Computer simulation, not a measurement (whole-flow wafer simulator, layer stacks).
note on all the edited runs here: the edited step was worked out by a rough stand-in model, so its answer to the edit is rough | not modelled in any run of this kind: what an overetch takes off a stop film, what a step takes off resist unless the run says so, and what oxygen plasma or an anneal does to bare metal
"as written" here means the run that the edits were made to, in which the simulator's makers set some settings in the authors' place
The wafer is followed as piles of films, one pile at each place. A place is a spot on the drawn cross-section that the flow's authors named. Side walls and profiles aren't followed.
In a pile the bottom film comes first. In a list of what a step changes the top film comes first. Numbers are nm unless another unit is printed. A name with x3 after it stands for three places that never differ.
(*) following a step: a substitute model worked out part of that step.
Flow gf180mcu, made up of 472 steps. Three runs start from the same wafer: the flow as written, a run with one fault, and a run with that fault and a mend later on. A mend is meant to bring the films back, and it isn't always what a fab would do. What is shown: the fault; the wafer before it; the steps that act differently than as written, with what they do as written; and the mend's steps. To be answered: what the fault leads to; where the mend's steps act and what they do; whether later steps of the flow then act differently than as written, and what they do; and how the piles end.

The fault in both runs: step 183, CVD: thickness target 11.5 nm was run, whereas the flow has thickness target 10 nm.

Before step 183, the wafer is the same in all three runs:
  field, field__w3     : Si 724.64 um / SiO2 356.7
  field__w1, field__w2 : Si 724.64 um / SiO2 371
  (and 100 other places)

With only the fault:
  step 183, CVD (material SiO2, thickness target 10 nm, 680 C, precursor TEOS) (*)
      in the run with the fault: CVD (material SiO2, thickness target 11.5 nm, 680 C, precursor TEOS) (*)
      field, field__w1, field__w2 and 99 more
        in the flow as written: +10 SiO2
        in the run with the fault: +11.5 SiO2
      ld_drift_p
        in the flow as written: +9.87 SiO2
        in the run with the fault: +11.4 SiO2
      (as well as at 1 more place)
  Steps later in the flow that act otherwise than as written (22 other steps are not shown; they differ only slightly, by no more than 2% or 0.5 nm, whichever is larger):
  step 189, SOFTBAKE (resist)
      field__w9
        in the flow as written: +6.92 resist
        in the run with the fault: -3.06 resist
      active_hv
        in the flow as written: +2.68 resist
        in the run with the fault: -0.51 resist
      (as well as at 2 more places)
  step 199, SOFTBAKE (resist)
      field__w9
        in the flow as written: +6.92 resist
        in the run with the fault: -3.06 resist
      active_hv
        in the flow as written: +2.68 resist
        in the run with the fault: -0.51 resist
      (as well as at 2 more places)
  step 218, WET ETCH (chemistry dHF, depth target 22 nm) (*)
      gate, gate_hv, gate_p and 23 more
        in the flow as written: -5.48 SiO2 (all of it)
        in the run with the fault: -6.98 SiO2 (all of it)
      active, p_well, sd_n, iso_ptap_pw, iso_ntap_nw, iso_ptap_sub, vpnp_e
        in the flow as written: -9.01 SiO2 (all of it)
        in the run with the fault: -10.5 SiO2 (all of it)
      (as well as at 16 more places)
  By the end, the piles at spacer depart from the flow's by more than 2% or 0.5 nm, whichever is larger.
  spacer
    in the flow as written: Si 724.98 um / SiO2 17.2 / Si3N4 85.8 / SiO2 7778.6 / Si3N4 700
    in the run with the fault: Si 724.98 um / SiO2 18.7 / Si3N4 85.8 / SiO2 7777.1 / Si3N4 700

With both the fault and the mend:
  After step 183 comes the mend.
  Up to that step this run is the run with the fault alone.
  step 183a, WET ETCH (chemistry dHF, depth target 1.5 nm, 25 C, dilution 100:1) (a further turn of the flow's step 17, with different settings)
      field, field__w1, field__w2 and 101 more
        -1.5 SiO2
  Every later step of the flow that is run acts as written, at every place that is followed, to within 2% or 0.5 nm, whichever is larger.
  The piles end the same as the flow's at every place that both follow.
